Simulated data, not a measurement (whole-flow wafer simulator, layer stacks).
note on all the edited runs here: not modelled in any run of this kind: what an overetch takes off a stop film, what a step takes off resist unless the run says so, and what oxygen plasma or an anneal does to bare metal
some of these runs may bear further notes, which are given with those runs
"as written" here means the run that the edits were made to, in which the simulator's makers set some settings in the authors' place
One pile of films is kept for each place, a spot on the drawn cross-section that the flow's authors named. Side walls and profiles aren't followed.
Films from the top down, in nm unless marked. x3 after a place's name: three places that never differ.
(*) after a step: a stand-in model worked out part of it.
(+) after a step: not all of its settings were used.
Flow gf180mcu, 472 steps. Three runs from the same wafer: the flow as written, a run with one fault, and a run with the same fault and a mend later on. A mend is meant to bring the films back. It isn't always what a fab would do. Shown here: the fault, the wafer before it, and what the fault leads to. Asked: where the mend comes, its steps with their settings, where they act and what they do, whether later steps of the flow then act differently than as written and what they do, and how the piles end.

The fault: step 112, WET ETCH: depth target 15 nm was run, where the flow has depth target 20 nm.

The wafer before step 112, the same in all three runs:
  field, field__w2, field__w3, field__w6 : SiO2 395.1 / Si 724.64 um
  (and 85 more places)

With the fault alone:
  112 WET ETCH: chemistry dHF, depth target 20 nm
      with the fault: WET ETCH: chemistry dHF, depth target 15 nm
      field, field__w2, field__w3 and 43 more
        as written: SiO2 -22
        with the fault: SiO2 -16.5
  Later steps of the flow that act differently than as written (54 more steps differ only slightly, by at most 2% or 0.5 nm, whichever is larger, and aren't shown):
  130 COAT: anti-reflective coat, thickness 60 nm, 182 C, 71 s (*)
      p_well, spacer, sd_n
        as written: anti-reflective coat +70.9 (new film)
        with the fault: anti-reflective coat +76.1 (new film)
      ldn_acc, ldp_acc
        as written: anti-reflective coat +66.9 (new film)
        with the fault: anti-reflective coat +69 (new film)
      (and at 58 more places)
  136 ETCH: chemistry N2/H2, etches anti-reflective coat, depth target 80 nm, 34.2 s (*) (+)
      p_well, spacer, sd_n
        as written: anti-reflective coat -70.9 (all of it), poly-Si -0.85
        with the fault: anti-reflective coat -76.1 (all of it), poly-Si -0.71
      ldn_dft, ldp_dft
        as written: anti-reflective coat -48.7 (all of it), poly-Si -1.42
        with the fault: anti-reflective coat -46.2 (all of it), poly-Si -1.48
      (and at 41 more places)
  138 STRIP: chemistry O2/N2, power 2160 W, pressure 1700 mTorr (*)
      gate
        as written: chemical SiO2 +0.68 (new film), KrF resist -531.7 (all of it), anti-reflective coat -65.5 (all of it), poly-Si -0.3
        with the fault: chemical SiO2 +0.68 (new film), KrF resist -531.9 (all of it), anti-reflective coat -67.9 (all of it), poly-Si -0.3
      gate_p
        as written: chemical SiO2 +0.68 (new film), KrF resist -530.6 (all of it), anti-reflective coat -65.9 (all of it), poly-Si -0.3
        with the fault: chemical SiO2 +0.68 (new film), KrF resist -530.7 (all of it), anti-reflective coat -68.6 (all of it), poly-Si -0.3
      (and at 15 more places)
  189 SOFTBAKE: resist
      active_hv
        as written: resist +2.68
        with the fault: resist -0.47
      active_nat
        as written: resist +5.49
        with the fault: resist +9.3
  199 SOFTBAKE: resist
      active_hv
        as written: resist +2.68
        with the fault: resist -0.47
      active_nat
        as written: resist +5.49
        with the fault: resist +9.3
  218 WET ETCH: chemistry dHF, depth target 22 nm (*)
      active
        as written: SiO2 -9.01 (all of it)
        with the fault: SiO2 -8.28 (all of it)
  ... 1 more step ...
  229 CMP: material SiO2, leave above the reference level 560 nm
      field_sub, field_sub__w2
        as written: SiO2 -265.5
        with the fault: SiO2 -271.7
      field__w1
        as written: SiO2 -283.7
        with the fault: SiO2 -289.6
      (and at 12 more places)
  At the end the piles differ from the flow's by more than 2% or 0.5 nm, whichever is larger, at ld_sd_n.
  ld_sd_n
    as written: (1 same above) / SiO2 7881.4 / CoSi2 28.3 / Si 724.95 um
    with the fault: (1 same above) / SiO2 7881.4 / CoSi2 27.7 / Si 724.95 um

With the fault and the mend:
  The mend comes after step 112.
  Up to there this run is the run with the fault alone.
  112a WET ETCH: chemistry dHF, depth target 5 nm (the flow's step 112 once more, with other settings)
      field, field__w2, field__w3 and 43 more
        SiO2 -5
  Later steps of the flow that act differently than as written (57 more steps differ only slightly, by at most 2% or 0.5 nm, whichever is larger, and aren't shown):
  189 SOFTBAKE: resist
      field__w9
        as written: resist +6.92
        with the mend: resist -3.07
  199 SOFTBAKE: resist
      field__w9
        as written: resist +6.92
        with the mend: resist -3.07
  At the end the piles differ from the flow's only slightly at the places that both follow, by at most 2% or 0.5 nm, whichever is larger.
